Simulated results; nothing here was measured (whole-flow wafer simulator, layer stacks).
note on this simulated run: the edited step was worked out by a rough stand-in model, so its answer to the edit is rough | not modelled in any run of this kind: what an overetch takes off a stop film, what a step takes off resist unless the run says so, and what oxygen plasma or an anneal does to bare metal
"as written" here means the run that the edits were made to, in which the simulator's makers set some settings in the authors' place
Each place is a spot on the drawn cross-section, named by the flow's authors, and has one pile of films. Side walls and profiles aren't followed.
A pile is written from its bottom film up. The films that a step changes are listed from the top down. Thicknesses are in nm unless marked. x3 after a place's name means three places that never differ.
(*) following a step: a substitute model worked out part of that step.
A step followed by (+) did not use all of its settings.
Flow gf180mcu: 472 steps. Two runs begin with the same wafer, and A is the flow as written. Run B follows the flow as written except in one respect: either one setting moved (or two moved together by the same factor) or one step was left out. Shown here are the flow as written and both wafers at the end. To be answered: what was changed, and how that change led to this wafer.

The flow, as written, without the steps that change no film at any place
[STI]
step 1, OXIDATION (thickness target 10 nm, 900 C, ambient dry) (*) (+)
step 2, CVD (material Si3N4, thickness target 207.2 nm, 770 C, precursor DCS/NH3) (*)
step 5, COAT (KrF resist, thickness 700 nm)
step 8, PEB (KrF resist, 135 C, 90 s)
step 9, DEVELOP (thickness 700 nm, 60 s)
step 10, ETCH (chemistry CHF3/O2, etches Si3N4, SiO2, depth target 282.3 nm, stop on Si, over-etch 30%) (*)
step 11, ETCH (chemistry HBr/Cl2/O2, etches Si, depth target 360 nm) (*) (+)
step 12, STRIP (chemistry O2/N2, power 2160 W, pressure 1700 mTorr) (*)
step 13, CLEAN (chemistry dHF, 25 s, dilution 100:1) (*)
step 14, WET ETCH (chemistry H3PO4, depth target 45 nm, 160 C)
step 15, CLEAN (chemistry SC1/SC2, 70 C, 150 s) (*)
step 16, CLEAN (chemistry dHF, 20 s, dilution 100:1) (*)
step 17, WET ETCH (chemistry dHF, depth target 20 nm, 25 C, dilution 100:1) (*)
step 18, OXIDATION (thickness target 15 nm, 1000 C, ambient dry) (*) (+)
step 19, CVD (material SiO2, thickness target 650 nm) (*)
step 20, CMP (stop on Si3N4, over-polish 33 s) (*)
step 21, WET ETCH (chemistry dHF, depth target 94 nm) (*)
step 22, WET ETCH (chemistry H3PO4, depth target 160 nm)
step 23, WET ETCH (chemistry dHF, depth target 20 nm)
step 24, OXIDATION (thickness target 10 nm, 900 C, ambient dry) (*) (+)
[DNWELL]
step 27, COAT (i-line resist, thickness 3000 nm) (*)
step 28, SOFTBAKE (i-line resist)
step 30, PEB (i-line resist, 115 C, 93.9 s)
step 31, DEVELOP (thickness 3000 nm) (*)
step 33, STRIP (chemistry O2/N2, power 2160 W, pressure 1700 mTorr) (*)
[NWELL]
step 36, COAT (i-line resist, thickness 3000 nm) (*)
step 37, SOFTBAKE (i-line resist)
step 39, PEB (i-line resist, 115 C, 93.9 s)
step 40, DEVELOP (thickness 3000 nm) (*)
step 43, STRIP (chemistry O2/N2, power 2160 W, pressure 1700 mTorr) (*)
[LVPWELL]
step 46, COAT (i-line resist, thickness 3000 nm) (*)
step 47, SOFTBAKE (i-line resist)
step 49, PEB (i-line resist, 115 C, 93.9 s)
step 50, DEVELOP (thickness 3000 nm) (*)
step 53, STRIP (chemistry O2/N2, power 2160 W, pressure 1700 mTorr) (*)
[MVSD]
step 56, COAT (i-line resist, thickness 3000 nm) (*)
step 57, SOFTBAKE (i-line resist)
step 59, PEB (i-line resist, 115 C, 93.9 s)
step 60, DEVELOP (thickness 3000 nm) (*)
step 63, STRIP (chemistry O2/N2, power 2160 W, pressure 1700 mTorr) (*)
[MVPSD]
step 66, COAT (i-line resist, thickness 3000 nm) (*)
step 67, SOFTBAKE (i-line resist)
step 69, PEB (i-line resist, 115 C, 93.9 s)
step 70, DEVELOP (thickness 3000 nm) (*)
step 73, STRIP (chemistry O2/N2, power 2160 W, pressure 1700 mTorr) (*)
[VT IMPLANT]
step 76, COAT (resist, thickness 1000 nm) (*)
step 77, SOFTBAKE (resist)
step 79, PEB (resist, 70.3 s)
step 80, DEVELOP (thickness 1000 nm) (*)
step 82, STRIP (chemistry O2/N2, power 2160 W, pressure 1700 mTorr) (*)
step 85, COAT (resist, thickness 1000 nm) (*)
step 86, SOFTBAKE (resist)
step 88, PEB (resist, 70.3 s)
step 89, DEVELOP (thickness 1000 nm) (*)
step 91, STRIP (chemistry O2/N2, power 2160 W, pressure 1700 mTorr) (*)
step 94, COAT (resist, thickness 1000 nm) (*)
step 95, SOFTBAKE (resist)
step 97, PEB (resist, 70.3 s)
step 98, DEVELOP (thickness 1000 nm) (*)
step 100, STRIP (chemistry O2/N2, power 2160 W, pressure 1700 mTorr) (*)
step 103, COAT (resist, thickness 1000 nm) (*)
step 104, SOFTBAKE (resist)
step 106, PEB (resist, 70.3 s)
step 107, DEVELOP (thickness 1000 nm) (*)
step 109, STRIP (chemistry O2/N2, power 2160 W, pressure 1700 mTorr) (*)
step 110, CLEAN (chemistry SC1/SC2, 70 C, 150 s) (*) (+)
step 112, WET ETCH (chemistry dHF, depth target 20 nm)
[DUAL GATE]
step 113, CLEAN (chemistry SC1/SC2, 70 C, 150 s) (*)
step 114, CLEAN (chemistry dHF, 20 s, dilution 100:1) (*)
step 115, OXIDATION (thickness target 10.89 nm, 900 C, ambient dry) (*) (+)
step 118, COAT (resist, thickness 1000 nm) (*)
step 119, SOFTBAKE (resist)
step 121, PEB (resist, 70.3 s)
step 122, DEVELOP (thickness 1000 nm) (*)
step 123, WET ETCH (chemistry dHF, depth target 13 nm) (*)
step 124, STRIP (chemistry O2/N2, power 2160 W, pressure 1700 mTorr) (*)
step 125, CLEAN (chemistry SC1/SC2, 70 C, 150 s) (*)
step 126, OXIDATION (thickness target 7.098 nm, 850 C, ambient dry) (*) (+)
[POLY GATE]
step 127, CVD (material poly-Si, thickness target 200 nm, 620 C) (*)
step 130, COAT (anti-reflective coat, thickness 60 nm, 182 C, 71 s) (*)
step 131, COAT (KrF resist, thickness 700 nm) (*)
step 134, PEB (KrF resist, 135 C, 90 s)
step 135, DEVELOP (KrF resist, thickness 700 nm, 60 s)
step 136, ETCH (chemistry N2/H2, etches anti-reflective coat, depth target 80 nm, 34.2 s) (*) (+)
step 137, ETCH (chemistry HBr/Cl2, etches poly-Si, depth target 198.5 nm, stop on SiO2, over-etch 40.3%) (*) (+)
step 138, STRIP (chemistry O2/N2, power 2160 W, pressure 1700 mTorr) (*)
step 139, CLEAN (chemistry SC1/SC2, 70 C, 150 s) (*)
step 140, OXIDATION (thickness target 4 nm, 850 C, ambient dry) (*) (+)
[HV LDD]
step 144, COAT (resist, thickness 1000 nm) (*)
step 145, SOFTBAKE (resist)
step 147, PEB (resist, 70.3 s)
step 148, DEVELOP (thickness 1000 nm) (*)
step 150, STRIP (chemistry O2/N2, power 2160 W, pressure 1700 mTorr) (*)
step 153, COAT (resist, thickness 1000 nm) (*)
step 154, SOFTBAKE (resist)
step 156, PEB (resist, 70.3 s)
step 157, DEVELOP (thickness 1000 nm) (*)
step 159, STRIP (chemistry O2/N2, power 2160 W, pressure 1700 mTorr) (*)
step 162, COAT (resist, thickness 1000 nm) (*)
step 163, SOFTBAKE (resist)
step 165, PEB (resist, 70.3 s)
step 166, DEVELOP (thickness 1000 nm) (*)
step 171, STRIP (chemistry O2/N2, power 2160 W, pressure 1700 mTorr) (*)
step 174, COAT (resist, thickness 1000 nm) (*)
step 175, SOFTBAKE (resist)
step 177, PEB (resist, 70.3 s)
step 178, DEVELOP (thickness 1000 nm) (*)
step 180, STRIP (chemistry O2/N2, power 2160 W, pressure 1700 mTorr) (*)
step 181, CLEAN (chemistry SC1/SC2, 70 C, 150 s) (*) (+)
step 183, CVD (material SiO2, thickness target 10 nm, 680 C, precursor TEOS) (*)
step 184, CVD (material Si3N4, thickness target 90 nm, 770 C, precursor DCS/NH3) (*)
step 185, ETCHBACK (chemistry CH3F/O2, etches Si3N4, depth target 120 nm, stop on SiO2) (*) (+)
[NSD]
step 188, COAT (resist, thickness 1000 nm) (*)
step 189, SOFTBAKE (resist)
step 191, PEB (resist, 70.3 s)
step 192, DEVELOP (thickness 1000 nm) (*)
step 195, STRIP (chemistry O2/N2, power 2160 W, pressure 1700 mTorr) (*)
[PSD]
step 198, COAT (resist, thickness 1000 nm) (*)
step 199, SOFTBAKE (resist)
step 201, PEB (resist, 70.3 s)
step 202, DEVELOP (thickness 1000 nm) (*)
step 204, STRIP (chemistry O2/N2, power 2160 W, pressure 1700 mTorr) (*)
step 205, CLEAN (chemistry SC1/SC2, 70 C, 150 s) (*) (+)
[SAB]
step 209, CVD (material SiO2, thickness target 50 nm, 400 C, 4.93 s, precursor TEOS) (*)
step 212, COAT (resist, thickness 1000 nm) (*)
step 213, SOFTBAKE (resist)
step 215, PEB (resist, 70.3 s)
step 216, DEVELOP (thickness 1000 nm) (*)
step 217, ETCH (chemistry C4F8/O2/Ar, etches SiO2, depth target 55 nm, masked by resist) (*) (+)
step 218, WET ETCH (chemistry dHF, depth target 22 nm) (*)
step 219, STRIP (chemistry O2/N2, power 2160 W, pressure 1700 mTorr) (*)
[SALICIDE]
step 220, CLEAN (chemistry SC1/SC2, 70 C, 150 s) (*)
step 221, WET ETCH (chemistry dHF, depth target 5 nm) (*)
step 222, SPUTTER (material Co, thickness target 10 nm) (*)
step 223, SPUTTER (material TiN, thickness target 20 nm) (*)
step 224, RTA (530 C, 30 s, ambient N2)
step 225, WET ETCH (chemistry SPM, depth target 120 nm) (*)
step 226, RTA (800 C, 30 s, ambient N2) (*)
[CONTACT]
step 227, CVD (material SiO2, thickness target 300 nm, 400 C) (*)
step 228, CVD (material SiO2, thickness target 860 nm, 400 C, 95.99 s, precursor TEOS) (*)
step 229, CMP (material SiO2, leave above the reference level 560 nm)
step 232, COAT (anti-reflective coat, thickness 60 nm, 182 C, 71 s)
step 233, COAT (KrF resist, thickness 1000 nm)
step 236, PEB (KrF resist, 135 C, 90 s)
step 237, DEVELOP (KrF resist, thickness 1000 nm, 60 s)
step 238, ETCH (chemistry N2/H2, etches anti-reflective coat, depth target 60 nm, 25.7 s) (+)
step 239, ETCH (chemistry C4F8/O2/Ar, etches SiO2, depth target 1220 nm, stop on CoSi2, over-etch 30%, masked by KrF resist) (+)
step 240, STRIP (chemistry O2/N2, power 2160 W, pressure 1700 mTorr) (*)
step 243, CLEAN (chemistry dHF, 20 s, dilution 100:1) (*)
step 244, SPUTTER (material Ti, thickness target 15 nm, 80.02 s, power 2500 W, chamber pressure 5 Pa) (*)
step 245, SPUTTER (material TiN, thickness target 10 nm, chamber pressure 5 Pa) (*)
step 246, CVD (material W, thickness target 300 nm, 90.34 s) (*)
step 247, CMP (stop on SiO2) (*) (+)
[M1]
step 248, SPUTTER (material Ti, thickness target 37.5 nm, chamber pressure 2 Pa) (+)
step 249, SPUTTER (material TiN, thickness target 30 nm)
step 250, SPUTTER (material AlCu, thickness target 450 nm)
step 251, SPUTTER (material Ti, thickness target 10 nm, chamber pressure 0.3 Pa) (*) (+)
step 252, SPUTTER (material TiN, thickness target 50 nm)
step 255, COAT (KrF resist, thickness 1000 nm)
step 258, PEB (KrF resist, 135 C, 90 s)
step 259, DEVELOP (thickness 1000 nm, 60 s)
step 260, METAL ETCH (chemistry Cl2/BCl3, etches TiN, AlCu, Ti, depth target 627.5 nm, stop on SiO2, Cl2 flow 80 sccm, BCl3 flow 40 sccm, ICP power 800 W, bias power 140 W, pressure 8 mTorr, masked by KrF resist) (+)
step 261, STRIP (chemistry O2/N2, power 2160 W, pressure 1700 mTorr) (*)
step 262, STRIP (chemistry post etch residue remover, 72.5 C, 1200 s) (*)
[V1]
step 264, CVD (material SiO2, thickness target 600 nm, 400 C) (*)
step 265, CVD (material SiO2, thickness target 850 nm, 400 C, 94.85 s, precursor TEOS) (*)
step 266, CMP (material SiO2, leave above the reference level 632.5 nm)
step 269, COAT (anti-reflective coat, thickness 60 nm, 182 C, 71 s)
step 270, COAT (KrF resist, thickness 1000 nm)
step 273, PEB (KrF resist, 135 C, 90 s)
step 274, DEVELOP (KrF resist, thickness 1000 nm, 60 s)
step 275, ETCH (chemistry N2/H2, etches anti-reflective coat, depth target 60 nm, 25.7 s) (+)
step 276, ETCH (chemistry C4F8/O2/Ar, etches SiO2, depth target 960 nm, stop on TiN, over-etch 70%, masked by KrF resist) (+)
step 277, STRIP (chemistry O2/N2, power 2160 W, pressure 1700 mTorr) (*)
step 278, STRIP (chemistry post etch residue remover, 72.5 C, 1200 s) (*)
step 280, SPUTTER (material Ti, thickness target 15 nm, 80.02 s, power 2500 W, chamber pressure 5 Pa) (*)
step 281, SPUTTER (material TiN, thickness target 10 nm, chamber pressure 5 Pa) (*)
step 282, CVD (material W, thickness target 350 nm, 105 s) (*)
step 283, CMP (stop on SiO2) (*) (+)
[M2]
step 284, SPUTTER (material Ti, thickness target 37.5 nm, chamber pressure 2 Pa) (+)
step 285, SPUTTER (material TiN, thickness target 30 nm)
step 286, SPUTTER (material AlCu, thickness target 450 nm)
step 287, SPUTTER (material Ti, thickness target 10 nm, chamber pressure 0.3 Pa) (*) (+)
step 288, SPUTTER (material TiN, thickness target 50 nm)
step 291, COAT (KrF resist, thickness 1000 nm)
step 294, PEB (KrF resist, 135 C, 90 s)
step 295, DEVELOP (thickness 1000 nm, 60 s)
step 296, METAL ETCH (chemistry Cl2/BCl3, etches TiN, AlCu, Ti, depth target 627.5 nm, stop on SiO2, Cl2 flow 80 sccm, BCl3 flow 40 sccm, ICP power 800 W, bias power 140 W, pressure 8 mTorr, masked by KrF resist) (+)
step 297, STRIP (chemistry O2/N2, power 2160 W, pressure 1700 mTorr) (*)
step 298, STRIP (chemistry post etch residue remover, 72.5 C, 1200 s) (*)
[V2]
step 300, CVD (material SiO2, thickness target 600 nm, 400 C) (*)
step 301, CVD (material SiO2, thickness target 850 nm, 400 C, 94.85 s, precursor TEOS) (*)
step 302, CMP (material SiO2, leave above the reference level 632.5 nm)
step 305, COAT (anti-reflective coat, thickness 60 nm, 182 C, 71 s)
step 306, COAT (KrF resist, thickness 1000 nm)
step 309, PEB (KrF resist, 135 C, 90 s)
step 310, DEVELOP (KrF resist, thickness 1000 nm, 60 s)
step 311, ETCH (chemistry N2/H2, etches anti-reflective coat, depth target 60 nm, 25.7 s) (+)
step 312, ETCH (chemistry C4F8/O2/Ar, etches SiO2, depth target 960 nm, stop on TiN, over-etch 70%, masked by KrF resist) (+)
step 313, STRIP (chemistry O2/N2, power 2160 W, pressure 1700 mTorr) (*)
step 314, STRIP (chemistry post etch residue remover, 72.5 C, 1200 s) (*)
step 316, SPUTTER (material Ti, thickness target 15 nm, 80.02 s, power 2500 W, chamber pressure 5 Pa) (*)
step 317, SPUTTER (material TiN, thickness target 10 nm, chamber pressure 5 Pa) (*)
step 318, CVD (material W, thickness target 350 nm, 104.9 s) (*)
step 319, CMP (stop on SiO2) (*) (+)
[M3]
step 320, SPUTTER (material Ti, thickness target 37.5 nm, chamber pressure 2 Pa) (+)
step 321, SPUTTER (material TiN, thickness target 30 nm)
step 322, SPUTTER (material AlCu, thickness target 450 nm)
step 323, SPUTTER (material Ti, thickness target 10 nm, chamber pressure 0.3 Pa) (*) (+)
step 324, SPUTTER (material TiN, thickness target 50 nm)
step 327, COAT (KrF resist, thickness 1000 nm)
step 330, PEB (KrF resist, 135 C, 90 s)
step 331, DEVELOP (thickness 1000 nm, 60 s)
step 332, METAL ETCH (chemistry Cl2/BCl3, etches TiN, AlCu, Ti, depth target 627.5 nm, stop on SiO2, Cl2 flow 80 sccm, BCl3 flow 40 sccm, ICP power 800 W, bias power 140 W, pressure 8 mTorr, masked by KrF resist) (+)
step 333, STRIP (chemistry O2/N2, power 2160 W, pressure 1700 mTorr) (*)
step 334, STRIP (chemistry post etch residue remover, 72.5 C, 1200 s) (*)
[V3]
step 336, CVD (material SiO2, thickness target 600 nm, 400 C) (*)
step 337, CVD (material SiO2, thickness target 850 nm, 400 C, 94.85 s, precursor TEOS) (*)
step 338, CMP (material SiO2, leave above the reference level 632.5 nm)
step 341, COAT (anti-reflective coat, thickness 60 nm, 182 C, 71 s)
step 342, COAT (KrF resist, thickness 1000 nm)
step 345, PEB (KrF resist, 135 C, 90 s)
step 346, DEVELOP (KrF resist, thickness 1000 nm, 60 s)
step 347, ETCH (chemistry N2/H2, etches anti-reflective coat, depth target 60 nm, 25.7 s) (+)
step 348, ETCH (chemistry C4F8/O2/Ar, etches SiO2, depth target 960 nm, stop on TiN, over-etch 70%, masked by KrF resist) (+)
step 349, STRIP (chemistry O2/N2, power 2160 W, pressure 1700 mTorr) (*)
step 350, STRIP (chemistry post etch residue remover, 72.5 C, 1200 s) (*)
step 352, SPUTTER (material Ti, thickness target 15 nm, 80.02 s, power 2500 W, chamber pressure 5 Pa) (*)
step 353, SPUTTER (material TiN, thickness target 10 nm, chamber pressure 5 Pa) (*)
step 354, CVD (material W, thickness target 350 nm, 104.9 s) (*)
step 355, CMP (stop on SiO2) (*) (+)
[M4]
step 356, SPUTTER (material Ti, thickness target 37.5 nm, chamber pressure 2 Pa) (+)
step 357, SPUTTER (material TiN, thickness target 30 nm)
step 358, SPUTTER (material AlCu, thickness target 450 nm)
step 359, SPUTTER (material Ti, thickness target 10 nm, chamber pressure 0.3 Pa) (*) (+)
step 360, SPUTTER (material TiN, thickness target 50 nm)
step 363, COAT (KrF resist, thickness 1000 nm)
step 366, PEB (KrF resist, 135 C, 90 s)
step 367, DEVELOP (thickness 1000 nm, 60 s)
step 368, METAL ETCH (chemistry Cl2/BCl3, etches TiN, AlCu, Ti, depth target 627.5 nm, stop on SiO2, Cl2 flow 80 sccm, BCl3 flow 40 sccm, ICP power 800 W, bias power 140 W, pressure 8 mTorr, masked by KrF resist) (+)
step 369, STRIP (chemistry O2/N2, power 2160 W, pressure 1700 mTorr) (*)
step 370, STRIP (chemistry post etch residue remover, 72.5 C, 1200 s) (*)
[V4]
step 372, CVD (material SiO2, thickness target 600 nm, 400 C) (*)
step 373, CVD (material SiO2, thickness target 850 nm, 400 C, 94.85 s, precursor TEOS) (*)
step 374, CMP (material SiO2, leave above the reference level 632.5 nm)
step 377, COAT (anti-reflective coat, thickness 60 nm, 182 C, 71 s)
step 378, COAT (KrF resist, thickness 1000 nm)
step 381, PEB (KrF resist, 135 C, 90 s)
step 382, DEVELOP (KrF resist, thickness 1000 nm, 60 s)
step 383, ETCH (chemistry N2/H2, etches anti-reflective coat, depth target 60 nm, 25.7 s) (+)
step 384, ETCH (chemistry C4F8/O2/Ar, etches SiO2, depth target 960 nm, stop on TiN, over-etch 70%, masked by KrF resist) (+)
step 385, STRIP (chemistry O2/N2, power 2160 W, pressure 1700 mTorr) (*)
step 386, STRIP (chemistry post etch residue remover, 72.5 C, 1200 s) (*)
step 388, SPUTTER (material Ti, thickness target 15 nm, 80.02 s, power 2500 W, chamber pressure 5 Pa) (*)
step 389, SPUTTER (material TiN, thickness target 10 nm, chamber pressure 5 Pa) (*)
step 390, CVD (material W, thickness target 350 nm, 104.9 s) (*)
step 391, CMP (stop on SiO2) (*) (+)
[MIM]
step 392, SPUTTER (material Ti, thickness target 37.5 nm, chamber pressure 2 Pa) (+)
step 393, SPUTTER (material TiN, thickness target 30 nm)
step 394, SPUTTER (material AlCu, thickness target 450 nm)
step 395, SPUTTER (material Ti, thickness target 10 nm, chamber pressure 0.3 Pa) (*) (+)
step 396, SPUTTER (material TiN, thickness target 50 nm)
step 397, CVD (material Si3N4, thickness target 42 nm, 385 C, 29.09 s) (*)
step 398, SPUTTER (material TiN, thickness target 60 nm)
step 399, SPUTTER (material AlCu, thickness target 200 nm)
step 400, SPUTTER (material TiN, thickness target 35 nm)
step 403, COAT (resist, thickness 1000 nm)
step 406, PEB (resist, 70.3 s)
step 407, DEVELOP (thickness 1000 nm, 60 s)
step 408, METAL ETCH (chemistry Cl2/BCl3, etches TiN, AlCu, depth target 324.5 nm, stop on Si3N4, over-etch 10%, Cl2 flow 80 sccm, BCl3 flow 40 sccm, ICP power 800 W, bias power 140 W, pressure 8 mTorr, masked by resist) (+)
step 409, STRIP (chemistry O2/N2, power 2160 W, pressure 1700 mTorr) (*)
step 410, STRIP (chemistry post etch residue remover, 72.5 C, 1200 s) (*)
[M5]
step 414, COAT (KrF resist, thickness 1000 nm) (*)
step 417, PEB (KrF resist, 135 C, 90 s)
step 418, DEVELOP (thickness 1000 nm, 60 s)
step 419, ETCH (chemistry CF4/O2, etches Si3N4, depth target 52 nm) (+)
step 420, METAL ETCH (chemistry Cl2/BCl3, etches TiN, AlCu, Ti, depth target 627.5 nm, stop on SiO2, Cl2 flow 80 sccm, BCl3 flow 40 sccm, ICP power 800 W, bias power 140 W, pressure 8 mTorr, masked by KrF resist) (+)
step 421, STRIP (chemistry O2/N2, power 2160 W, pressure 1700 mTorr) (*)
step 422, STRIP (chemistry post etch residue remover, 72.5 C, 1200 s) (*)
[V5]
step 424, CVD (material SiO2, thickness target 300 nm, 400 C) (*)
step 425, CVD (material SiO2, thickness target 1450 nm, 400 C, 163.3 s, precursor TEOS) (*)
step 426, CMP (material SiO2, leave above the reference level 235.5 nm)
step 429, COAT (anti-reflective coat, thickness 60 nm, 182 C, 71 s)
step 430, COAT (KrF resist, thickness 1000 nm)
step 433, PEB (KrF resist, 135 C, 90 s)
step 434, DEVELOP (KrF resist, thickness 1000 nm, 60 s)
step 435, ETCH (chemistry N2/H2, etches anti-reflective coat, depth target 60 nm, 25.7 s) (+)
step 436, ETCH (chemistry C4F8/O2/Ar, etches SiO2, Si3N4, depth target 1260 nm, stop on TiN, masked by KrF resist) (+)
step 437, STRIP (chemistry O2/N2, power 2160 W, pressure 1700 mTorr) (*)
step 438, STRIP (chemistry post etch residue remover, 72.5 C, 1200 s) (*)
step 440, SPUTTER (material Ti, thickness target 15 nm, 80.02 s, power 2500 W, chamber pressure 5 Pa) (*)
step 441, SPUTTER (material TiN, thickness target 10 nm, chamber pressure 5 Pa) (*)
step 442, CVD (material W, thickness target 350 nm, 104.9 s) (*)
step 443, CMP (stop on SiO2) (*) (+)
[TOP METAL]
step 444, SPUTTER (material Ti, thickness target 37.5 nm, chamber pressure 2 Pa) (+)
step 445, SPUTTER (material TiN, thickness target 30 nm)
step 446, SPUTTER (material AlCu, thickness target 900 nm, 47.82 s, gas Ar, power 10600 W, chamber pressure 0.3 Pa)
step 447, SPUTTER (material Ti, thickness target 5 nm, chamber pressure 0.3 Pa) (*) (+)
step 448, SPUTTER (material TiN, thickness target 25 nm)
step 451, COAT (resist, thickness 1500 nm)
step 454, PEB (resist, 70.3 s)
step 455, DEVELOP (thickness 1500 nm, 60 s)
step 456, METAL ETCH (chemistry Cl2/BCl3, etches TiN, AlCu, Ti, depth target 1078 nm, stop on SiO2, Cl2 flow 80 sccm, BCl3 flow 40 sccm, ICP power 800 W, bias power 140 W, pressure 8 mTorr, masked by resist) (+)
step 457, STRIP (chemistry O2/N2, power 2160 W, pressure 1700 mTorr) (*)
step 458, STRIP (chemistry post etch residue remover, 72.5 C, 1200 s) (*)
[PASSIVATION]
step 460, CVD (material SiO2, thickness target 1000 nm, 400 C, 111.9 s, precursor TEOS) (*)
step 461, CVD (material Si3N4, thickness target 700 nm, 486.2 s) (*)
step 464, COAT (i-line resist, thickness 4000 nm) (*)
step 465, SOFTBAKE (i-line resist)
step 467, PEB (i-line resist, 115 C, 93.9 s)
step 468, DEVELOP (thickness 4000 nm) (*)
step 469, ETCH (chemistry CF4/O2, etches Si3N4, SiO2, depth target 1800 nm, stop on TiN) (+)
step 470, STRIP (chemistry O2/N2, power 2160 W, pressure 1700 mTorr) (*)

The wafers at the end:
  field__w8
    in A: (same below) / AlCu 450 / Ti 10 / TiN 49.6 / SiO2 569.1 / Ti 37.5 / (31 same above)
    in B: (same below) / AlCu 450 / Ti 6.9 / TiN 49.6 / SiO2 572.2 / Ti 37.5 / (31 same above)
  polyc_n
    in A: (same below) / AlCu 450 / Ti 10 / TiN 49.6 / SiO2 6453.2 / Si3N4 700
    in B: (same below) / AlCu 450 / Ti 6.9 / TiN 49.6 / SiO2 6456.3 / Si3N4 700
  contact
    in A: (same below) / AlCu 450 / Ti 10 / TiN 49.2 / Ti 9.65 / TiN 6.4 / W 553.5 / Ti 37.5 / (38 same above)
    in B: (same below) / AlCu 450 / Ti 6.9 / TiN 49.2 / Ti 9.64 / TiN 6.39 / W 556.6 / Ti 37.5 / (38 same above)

The reason: step 251, SPUTTER: thickness target 6.9 nm was run, whereas the flow has thickness target 10 nm.
One can read it off the wafer: field__w8 has Ti 6.9, and step 251 as written asks for 10 nm.

Step by step, how the change led to this:
  step 251, SPUTTER (material Ti, thickness target 10 nm, chamber pressure 0.3 Pa) (*) (+)
      field, field__w1, field__w2 and 108 more: A Ti gains 10 (new film) | B Ti gains 6.9 (new film)
  step 260, METAL ETCH (chemistry Cl2/BCl3, etches TiN, AlCu, Ti, depth target 627.5 nm, stop on SiO2, Cl2 flow 80 sccm, BCl3 flow 40 sccm, ICP power 800 W, bias power 140 W, pressure 8 mTorr, masked by KrF resist) (+)
      field, field__w1, field__w2 and 99 more: A TiN loses 50 (all of it), Ti loses 10 (all of it), AlCu loses 450 (all of it), TiN loses 30 (all of it), Ti loses 37.5 (all of it) | B TiN loses 50 (all of it), Ti loses 6.9 (all of it), AlCu loses 450 (all of it), TiN loses 30 (all of it), Ti loses 37.5 (all of it)
